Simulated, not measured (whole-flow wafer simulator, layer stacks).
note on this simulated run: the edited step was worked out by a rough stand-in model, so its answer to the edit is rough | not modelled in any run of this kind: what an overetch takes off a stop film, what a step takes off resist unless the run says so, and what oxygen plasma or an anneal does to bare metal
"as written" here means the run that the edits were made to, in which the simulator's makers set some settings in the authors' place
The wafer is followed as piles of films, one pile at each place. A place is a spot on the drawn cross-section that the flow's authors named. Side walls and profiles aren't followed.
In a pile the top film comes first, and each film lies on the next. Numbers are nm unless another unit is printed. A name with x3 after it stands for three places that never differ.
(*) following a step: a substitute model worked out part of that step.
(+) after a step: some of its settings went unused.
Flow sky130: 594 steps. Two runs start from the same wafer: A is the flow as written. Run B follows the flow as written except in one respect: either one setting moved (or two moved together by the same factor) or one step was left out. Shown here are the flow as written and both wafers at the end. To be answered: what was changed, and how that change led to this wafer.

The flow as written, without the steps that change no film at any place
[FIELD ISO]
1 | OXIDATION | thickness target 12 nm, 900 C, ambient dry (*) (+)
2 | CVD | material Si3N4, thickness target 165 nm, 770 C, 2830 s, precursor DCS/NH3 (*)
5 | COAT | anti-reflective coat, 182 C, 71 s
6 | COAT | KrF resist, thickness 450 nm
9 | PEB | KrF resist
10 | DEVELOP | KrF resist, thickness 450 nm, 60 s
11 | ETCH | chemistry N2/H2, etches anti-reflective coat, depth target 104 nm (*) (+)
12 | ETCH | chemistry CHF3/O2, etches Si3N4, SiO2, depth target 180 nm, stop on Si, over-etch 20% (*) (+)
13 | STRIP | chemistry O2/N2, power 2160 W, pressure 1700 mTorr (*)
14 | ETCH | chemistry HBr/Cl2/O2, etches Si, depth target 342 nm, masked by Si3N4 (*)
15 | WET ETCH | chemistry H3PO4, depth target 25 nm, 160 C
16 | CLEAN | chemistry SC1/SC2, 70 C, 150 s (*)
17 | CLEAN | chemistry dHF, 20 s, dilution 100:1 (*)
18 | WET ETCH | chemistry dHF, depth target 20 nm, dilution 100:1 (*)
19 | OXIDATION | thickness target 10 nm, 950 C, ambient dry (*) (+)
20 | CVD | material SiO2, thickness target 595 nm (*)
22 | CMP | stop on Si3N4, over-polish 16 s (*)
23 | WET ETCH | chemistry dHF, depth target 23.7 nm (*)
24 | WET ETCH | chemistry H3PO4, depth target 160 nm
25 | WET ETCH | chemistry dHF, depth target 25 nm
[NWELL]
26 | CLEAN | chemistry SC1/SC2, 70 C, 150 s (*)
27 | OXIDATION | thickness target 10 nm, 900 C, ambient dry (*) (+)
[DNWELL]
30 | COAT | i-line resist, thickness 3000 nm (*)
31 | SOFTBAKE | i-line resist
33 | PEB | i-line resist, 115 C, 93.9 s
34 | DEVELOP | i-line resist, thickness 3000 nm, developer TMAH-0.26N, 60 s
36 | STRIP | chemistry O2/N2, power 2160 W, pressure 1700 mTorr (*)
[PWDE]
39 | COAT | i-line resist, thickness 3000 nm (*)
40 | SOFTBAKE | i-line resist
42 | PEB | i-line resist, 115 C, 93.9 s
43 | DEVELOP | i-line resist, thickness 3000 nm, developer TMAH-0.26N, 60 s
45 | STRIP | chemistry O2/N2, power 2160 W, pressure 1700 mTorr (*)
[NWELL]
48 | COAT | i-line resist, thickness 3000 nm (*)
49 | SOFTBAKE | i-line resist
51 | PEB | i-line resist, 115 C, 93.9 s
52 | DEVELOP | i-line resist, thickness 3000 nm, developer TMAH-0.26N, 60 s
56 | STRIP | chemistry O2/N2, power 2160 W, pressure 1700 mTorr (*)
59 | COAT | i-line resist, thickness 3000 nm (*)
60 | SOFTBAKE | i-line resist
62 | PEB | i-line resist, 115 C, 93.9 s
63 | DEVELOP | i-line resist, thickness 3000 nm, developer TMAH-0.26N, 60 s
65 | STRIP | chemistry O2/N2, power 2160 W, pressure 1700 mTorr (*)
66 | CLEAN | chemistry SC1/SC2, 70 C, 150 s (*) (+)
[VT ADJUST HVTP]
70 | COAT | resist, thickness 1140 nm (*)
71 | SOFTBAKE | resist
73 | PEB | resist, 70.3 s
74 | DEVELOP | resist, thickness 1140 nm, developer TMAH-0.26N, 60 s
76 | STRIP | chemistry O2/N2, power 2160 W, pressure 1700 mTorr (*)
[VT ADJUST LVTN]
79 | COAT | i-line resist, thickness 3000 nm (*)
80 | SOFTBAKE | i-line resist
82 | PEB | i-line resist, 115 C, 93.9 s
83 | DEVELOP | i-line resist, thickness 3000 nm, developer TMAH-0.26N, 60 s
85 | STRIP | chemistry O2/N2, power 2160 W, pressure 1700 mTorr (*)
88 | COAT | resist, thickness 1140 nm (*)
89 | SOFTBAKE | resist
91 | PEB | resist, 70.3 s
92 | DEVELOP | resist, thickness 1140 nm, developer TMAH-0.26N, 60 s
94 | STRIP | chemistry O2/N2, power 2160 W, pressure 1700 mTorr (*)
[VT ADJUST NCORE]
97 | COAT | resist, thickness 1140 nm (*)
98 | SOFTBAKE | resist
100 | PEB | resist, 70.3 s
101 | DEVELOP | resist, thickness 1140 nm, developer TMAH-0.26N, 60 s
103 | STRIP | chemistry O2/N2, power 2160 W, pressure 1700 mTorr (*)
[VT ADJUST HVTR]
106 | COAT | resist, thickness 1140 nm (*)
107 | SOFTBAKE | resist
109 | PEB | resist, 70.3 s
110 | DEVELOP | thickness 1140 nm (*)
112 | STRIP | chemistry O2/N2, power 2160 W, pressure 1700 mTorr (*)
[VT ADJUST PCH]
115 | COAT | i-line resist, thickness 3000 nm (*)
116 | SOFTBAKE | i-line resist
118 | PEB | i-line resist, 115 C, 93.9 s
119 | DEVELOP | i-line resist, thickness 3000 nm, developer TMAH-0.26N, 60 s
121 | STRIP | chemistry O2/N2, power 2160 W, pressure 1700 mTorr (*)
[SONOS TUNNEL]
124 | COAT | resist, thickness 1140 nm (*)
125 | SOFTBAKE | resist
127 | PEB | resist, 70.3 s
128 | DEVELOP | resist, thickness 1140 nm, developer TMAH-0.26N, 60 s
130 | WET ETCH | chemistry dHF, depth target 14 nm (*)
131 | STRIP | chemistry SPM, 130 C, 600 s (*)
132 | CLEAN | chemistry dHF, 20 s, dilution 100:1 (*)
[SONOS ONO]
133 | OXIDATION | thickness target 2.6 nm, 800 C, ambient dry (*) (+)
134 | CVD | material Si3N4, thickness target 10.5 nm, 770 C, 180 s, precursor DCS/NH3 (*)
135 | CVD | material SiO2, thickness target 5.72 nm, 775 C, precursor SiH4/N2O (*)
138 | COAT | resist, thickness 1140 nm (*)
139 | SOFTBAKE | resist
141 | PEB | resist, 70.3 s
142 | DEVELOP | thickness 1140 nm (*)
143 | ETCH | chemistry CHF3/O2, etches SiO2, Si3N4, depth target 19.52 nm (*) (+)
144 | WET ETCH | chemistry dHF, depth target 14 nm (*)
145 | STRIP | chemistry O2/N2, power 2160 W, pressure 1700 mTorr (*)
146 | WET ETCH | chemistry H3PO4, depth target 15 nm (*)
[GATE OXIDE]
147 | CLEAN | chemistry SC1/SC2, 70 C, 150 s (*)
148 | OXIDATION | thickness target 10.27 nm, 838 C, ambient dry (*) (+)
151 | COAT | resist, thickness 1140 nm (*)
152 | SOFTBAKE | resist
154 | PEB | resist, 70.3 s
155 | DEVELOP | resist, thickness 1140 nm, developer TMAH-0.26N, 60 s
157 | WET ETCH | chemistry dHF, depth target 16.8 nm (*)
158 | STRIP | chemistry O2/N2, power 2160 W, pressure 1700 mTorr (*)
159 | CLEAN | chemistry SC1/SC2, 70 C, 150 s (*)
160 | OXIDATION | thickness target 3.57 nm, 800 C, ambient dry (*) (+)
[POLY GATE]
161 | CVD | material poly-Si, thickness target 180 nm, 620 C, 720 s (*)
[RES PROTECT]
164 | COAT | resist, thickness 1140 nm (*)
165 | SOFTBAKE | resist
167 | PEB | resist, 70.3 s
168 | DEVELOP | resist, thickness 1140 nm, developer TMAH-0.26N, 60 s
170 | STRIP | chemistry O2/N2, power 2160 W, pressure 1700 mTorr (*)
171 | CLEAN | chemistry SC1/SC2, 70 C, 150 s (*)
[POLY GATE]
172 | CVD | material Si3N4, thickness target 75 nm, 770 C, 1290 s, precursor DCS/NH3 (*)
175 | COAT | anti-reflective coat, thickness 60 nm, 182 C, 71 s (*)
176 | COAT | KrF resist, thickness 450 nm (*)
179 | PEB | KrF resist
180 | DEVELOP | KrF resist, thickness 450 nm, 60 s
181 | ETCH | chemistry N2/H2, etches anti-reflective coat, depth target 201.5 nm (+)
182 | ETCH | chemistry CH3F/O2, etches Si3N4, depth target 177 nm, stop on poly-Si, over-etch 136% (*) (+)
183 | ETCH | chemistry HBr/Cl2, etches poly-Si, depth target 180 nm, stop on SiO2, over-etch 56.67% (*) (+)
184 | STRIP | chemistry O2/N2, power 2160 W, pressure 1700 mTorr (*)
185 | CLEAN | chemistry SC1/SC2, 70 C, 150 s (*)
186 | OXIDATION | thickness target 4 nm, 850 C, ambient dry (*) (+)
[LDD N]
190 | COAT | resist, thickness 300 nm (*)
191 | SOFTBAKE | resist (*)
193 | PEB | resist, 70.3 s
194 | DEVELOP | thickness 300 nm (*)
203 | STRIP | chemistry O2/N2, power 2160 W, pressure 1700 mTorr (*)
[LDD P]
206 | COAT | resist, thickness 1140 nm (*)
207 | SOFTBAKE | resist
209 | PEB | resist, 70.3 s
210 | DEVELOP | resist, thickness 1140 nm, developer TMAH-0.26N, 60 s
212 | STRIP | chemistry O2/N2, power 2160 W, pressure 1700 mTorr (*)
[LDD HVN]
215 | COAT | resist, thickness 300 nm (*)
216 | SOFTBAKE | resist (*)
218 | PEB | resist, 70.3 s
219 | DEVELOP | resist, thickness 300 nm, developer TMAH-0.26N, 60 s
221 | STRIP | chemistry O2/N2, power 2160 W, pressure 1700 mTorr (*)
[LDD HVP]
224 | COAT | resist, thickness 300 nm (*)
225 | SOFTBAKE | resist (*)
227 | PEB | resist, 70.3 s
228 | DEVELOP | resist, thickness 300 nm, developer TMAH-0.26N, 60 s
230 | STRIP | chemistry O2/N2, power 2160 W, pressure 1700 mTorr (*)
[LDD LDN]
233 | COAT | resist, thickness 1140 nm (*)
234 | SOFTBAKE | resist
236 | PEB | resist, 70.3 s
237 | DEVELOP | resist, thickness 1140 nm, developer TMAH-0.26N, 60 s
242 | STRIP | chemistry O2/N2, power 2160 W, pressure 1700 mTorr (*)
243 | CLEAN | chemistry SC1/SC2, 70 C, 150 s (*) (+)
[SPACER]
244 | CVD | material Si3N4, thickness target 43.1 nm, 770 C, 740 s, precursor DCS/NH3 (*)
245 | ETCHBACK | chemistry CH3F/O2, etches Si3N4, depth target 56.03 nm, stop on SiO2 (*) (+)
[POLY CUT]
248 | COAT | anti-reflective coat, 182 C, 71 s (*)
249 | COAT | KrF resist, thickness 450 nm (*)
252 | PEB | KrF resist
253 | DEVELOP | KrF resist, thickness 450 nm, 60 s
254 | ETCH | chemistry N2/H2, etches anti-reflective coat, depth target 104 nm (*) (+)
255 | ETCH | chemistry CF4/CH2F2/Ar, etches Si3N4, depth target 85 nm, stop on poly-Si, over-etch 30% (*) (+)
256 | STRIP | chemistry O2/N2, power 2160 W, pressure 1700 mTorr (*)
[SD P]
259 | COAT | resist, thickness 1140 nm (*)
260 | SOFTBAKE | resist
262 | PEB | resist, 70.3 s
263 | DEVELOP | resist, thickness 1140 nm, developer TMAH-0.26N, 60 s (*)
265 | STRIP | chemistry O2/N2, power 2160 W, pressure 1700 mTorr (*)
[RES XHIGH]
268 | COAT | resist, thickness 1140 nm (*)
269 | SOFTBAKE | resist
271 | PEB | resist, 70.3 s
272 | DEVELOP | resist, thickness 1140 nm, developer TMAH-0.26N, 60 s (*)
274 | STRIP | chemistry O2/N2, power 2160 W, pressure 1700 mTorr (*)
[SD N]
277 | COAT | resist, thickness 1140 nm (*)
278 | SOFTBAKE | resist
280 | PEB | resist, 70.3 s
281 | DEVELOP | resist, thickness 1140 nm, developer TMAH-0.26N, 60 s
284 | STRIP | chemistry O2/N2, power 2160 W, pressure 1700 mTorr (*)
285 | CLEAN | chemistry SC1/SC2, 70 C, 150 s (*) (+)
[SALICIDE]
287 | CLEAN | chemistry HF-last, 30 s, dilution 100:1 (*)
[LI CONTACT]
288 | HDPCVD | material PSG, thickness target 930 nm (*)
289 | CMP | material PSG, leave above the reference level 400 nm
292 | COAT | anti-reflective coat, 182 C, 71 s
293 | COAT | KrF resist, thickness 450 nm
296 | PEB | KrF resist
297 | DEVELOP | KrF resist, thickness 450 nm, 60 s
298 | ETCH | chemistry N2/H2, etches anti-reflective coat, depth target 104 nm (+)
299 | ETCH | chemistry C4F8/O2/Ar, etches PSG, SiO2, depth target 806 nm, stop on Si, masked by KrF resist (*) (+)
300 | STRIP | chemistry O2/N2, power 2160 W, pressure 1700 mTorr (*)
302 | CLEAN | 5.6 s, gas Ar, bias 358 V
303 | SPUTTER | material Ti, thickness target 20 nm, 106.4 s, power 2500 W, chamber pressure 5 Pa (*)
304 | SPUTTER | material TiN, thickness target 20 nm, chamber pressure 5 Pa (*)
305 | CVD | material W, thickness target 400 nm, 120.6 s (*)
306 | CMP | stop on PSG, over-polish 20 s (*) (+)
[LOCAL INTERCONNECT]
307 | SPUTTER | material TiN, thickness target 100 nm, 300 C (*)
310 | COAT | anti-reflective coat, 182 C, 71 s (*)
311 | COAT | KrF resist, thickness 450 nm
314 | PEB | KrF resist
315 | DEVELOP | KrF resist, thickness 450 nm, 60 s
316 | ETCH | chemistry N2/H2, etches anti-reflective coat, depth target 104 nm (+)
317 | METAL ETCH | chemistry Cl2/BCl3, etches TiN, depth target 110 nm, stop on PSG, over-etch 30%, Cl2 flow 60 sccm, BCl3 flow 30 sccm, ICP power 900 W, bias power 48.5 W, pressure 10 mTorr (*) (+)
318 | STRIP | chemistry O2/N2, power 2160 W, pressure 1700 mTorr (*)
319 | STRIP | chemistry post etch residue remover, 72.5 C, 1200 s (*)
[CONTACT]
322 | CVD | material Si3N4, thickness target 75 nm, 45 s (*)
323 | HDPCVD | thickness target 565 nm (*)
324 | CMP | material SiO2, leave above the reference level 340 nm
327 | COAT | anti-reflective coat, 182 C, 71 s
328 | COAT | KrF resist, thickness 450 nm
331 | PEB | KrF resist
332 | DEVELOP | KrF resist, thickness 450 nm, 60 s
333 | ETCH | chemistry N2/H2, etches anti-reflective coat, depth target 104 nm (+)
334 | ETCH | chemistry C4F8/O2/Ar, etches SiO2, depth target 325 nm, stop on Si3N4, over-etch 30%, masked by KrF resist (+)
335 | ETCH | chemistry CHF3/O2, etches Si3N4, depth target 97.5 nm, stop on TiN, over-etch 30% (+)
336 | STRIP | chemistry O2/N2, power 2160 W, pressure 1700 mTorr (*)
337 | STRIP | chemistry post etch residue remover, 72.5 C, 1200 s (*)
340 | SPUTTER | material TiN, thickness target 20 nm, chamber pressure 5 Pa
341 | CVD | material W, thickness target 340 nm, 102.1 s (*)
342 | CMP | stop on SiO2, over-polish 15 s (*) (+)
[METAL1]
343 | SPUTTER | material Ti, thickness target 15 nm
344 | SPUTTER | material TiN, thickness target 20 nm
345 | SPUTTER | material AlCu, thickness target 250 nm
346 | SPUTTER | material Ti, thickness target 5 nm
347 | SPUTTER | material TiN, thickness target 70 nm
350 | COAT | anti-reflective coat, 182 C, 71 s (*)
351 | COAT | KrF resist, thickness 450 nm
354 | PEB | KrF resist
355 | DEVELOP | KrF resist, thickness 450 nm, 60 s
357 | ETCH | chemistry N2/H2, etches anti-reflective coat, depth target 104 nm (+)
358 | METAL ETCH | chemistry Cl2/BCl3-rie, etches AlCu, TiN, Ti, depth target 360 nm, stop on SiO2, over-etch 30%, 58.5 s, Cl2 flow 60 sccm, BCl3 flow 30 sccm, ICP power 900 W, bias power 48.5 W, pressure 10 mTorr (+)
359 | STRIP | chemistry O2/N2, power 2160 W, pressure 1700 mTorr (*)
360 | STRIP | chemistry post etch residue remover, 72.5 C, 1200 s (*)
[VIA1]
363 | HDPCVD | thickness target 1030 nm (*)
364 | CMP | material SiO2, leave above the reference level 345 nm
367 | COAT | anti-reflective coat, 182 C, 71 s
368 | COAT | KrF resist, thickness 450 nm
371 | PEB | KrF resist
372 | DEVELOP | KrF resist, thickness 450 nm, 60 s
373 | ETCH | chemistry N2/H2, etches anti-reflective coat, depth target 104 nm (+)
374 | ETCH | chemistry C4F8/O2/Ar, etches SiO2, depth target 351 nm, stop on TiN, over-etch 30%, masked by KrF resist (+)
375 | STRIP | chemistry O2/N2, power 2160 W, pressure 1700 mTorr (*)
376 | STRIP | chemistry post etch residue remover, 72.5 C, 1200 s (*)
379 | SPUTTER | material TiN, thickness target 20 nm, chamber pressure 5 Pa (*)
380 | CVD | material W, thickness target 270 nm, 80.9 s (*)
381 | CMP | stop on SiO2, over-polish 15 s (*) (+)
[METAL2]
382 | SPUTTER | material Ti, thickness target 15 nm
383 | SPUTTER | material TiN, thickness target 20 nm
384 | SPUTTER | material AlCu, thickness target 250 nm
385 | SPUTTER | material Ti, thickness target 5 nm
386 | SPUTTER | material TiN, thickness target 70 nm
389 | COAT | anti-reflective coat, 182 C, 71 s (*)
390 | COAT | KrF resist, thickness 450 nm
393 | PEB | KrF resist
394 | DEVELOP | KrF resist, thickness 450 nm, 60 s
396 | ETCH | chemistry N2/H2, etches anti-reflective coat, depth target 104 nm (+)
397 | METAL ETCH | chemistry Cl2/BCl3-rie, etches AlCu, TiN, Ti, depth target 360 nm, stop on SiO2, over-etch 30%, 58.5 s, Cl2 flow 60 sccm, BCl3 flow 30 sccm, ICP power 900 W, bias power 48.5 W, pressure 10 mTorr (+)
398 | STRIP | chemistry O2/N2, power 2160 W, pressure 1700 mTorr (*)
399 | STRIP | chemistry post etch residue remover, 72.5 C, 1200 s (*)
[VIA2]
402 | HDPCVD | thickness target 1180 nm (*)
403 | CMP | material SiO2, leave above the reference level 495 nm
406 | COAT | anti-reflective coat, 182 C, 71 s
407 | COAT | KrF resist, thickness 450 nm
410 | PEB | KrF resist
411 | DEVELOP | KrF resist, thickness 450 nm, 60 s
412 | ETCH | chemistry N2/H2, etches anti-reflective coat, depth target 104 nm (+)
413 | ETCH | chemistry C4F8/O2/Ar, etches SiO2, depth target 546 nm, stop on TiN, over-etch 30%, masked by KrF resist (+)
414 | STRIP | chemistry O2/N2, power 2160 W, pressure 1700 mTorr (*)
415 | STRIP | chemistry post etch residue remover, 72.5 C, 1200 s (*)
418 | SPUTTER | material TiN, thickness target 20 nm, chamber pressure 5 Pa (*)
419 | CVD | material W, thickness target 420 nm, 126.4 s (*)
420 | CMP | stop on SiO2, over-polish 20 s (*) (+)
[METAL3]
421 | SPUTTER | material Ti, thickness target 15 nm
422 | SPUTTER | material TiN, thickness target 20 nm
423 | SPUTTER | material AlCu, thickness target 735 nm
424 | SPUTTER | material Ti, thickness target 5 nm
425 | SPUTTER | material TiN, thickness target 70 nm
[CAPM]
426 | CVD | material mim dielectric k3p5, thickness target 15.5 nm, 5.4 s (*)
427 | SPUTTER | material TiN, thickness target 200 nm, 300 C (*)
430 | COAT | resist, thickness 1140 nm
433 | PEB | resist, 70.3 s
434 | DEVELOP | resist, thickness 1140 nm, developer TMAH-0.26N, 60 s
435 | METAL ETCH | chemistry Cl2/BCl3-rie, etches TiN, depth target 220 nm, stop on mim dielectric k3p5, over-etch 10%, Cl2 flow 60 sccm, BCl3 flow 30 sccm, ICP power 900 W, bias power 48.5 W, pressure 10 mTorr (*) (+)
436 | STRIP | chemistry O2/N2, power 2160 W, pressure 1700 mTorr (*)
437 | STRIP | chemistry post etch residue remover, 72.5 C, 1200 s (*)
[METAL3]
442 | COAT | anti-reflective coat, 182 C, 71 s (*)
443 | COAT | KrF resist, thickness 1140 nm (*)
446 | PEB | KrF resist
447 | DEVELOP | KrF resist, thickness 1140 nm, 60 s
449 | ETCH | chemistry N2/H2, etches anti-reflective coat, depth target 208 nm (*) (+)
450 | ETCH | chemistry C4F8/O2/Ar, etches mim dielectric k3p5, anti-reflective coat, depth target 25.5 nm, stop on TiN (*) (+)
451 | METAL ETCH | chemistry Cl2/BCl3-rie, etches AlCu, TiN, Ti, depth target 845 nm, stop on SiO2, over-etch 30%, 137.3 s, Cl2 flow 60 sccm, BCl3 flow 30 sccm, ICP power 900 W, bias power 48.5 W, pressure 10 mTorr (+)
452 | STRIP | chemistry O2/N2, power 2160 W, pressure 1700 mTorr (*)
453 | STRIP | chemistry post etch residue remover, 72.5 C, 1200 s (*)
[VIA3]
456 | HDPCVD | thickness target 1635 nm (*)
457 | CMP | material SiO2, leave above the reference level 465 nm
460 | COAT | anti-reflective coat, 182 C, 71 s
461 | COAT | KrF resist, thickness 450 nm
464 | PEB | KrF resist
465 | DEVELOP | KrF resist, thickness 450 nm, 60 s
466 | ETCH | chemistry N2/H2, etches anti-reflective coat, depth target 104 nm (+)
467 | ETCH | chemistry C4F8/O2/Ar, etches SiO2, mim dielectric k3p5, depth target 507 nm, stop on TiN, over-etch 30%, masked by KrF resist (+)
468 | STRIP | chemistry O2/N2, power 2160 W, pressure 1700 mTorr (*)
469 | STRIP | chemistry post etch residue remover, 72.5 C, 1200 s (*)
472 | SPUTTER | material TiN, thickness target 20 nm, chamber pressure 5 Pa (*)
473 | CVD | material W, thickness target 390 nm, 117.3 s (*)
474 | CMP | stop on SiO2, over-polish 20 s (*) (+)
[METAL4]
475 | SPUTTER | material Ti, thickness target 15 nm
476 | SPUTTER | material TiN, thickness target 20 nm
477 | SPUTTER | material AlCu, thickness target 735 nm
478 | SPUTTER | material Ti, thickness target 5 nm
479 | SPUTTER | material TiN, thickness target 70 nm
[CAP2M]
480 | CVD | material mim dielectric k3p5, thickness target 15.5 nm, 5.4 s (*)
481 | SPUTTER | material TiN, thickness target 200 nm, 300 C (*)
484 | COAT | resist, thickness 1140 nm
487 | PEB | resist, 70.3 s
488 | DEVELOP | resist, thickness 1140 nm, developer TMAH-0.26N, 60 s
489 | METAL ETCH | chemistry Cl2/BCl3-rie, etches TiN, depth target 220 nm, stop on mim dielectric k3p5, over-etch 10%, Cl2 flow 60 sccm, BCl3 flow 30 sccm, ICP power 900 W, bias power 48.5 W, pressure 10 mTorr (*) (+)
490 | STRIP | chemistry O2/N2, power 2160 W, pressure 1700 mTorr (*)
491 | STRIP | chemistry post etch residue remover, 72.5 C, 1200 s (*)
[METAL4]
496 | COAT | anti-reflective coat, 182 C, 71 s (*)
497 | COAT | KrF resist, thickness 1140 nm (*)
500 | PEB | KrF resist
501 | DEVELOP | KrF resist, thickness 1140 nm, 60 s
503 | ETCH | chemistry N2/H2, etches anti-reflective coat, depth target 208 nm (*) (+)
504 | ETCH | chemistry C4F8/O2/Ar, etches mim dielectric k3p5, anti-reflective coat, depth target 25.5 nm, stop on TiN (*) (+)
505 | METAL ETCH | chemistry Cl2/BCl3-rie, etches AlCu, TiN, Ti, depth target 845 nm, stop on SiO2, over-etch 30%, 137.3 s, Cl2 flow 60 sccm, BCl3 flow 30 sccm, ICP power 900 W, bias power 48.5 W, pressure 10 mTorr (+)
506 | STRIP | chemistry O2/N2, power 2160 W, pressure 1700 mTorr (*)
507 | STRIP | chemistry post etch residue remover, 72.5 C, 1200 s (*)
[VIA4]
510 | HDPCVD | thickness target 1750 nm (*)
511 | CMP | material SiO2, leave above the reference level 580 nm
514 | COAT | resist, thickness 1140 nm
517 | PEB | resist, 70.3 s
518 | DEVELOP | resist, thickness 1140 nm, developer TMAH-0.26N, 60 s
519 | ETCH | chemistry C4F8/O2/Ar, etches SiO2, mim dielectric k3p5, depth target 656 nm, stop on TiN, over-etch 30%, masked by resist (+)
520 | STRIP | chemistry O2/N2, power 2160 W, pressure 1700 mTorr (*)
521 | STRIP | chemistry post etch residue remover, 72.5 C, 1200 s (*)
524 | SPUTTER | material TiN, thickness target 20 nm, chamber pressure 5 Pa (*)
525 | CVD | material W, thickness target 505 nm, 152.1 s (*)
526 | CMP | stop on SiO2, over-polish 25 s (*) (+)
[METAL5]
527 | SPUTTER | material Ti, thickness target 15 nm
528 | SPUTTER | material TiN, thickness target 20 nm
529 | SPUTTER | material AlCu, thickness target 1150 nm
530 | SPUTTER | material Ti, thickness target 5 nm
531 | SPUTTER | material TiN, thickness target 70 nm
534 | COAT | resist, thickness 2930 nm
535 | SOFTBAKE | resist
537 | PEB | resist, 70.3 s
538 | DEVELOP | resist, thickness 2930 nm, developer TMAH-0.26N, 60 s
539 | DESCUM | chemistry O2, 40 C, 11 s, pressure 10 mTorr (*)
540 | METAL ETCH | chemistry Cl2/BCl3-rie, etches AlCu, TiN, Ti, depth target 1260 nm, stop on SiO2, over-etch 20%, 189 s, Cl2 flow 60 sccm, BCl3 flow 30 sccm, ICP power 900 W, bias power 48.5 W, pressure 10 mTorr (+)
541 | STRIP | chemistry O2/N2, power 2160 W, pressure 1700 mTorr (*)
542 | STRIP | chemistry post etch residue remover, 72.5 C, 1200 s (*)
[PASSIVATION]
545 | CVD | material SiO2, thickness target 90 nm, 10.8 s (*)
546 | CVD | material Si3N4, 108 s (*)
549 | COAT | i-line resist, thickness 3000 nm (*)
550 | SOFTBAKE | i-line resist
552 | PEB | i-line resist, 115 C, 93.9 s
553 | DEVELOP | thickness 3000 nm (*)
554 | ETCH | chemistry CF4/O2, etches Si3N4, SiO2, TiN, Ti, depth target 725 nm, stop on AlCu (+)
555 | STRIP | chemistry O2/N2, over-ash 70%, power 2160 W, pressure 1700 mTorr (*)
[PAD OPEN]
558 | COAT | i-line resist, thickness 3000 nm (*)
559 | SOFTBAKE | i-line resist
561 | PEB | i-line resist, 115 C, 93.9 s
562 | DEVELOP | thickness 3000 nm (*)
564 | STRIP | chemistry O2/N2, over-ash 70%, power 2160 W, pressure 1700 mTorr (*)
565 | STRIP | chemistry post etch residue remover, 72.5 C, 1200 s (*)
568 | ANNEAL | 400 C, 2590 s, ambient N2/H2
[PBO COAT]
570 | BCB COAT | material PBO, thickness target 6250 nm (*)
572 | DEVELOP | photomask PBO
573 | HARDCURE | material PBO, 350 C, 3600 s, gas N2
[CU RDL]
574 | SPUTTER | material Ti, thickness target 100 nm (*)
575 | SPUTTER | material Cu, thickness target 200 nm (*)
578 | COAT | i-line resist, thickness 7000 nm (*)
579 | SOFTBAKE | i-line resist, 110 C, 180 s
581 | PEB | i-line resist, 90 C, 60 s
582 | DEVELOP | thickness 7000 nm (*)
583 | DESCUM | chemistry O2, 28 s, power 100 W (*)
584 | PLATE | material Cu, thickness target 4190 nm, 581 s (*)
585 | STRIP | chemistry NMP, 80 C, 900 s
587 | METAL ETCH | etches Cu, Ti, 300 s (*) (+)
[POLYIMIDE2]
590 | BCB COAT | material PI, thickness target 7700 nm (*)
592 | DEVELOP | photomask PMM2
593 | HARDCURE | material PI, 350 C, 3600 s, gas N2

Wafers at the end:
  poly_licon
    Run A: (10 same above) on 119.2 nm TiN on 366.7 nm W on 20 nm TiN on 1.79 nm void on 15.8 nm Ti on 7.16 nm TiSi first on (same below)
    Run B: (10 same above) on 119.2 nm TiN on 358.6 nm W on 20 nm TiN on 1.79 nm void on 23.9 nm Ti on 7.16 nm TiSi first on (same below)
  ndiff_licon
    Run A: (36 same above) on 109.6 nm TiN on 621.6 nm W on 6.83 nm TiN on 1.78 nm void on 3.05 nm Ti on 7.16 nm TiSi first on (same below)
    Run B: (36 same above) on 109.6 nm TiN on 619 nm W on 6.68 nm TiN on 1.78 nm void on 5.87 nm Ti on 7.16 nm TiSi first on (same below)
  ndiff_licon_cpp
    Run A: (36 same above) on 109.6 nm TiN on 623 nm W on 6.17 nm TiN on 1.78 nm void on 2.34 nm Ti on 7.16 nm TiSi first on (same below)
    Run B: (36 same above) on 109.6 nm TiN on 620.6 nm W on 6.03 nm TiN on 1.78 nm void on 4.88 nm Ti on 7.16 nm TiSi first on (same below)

What caused this: step 303, SPUTTER: 148.9 s was run, though the flow has 106.4 s.

Step by step, how the change led to this:
  303 | SPUTTER | material Ti, thickness target 20 nm, 106.4 s, power 2500 W, chamber pressure 5 Pa (*)
      field, active, n_well and 185 more: A +20 Ti (new film) | B +28.1 Ti (new film)
      ndiff_licon: A +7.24 Ti (new film) | B +10.1 Ti (new film)
      (also at 2 further places)
  306 | CMP | stop on PSG, over-polish 20 s (*) (+)
      field, active, n_well and 184 more: A -400 W (all of it), -20 TiN (all of it), -20 Ti (all of it), -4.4 PSG | B -400 W (all of it), -20 TiN (all of it), -28.1 Ti (all of it), -4.4 PSG
      poly_licon: A -33.3 W | B -41.4 W
